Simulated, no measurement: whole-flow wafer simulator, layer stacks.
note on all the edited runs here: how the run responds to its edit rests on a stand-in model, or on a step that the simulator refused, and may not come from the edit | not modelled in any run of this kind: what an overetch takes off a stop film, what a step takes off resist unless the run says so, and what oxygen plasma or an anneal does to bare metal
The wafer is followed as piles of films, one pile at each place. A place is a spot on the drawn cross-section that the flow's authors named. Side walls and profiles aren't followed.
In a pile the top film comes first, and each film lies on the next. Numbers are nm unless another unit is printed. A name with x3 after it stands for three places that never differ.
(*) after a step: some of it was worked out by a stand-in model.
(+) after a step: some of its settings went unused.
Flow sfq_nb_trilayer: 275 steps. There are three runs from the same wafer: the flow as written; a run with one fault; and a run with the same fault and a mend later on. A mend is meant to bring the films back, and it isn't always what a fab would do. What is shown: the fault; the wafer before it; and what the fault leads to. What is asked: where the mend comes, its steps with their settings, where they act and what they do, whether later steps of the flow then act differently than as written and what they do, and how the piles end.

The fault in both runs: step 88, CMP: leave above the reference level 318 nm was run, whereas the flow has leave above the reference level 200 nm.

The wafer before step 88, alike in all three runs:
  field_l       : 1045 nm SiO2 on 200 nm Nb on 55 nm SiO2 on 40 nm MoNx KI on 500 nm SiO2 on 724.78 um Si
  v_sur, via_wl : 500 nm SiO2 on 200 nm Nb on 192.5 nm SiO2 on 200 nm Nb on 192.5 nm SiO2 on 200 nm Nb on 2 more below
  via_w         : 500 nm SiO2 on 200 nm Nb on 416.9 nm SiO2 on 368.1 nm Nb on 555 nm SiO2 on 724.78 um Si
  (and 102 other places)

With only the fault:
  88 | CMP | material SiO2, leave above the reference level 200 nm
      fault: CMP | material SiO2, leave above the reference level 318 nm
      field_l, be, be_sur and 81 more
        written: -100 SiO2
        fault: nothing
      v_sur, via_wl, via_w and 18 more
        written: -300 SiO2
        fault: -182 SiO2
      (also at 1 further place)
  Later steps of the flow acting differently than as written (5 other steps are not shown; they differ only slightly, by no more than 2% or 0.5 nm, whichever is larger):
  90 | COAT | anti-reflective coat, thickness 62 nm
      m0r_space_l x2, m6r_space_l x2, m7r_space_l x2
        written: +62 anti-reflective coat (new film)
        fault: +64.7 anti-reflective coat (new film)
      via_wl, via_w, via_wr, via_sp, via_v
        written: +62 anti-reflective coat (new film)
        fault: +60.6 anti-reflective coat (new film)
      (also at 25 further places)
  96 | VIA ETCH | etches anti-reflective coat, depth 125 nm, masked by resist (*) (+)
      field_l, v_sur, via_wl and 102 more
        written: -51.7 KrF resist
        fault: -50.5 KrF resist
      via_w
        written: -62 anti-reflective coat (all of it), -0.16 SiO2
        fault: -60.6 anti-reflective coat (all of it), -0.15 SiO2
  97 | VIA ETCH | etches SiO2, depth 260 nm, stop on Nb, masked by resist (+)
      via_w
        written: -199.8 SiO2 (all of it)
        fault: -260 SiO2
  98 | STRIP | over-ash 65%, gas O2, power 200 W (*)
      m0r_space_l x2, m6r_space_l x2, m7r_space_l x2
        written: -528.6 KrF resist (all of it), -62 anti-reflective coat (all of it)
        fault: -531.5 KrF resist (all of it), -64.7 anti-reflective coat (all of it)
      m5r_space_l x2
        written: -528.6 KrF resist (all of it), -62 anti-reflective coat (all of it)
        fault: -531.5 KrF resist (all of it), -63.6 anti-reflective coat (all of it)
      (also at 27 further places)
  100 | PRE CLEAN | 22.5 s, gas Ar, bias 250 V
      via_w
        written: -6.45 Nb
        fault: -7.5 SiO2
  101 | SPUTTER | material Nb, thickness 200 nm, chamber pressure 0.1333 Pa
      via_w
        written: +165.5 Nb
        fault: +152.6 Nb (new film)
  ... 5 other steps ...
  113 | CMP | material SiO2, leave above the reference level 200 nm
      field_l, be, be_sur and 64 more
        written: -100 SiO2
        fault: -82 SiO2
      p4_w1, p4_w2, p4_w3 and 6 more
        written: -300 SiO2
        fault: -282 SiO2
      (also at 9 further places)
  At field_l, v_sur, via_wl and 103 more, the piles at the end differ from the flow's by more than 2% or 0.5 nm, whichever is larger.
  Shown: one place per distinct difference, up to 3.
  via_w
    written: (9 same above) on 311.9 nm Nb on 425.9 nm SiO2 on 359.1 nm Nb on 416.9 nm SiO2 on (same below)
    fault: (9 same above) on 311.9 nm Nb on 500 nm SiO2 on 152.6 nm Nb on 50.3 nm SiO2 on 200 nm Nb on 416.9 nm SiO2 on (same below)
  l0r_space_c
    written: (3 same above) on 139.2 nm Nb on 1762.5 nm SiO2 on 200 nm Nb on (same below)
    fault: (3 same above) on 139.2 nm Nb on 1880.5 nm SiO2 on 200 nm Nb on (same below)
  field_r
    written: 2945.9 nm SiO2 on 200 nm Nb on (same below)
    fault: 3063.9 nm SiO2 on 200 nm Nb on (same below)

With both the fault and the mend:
  After step 95 comes the mend.
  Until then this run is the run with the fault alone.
  95a | STRIP | over-ash 65%, gas O2, power 200 W (*)
      r_end, moat, field_r, lsp_l, ln_m5, lsp_m, ln_m6
        -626 KrF resist (all of it), -62.1 anti-reflective coat (all of it)
      m0r_line_l x2, m6r_line_l x2, m7r_line_l x2
        -628.3 KrF resist (all of it), -62.6 anti-reflective coat (all of it)
      m0r_space_l x2, m6r_space_l x2, m7r_space_l x2
        -626.9 KrF resist (all of it), -64.7 anti-reflective coat (all of it)
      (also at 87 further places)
  95b | CMP | material SiO2, leave above the reference level 200 nm (the flow's step 88 again)
      field_l, be, be_sur and 81 more
        -100 SiO2
      v_sur, via_wl, via_w and 19 more
        -118 SiO2
  95c | COAT | anti-reflective coat, thickness 62 nm (the flow's step 90 again)
      field_l, v_sur, via_wl and 103 more
        +62 anti-reflective coat (new film)
  95d | COAT | KrF resist, thickness 650 nm (the flow's step 91 again)
      field_l, v_sur, via_wl and 103 more
        +650 KrF resist (new film)
  95e | SOFTBAKE | KrF resist (the flow's step 92 again)
      does not change any film at any place that is followed
  95f | EXPOSE | photomask I2, dose 11.91 mJ/cm2, NA 0.6, wavelength 248 nm (*) (the flow's step 93 again)
      does not change any film at any place that is followed
  95g | PEB | KrF resist, 90 s (the flow's step 94 again)
      field_l, v_sur, via_wl and 103 more
        -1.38 KrF resist
  95h | DEVELOP | KrF resist, thickness 650 nm, 60 s (the flow's step 95 again)
      field_l, v_sur, via_wl and 102 more
        -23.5 KrF resist
      via_w
        -648.6 KrF resist (all of it)
  Later steps of the flow that are run all act as written at every place that is followed.
  The piles end the same as the flow's at every place that both follow.
